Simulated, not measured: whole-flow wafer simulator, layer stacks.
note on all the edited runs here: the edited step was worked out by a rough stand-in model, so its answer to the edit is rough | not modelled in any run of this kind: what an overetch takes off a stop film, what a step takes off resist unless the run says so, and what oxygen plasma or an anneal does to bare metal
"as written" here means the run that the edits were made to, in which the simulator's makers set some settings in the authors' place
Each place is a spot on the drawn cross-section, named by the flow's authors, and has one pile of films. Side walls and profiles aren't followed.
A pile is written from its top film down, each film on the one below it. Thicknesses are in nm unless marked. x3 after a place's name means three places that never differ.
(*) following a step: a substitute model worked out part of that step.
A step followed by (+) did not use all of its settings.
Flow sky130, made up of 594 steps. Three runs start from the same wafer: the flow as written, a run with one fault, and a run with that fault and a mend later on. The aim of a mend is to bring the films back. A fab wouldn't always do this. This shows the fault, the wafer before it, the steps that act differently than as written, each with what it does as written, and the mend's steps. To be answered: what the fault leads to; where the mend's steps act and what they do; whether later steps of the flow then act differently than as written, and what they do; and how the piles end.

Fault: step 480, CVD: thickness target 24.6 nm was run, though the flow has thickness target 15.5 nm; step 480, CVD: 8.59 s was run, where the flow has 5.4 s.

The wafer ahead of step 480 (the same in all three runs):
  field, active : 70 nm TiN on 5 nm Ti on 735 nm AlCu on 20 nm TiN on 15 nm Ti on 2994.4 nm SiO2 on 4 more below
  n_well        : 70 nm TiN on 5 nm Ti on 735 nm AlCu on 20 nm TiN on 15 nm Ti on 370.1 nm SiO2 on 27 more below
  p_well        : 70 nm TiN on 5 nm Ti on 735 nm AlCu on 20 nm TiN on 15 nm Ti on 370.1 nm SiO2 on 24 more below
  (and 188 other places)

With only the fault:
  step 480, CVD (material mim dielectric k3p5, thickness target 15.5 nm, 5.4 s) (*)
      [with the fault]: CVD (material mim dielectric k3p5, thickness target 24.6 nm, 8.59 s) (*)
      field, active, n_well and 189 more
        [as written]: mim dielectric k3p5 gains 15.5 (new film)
        [with the fault]: mim dielectric k3p5 gains 24.6 (new film)
  Steps further on in the flow that do not act as written (6 other steps are not shown; they differ only slightly, by no more than 2% or 0.5 nm, whichever is larger):
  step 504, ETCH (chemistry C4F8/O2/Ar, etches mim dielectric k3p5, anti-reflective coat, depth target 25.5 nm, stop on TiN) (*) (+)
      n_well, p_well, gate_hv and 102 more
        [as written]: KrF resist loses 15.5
        [with the fault]: KrF resist loses 17
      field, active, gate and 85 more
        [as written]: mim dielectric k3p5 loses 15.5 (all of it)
        [with the fault]: mim dielectric k3p5 loses 24.6 (all of it)
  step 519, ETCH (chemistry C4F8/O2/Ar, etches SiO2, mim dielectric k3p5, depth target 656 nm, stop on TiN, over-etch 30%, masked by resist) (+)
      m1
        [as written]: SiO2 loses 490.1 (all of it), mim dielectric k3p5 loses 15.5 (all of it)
        [with the fault]: SiO2 loses 481 (all of it), mim dielectric k3p5 loses 24.6 (all of it)
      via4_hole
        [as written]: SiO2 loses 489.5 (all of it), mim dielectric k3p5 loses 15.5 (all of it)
        [with the fault]: SiO2 loses 480.4 (all of it), mim dielectric k3p5 loses 24.6 (all of it)
  At n_well, p_well, gate_hv and 100 more, the piles at the end differ from the flow's by more than 2% or 0.5 nm, whichever is larger.
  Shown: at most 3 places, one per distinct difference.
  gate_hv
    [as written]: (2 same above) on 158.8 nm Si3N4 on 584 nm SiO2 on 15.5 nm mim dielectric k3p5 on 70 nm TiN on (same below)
    [with the fault]: (2 same above) on 158.8 nm Si3N4 on 574.9 nm SiO2 on 24.6 nm mim dielectric k3p5 on 70 nm TiN on (same below)
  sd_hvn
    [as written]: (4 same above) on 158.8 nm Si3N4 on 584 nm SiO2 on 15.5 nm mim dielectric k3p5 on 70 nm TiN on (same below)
    [with the fault]: (4 same above) on 158.8 nm Si3N4 on 574.9 nm SiO2 on 24.6 nm mim dielectric k3p5 on 70 nm TiN on (same below)
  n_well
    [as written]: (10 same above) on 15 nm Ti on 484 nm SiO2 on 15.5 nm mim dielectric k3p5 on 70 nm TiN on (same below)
    [with the fault]: (10 same above) on 15 nm Ti on 474.9 nm SiO2 on 24.6 nm mim dielectric k3p5 on 70 nm TiN on (same below)

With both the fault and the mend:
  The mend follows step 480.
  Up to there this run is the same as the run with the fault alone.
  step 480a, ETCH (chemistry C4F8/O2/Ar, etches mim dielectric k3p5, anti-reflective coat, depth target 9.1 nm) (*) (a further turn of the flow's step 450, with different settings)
      field, active, n_well and 189 more
        mim dielectric k3p5 loses 9.1
  Every later step of the flow that is run acts as written at every place that is followed.
  By the end, the piles equal the flow's at every place that both follow.
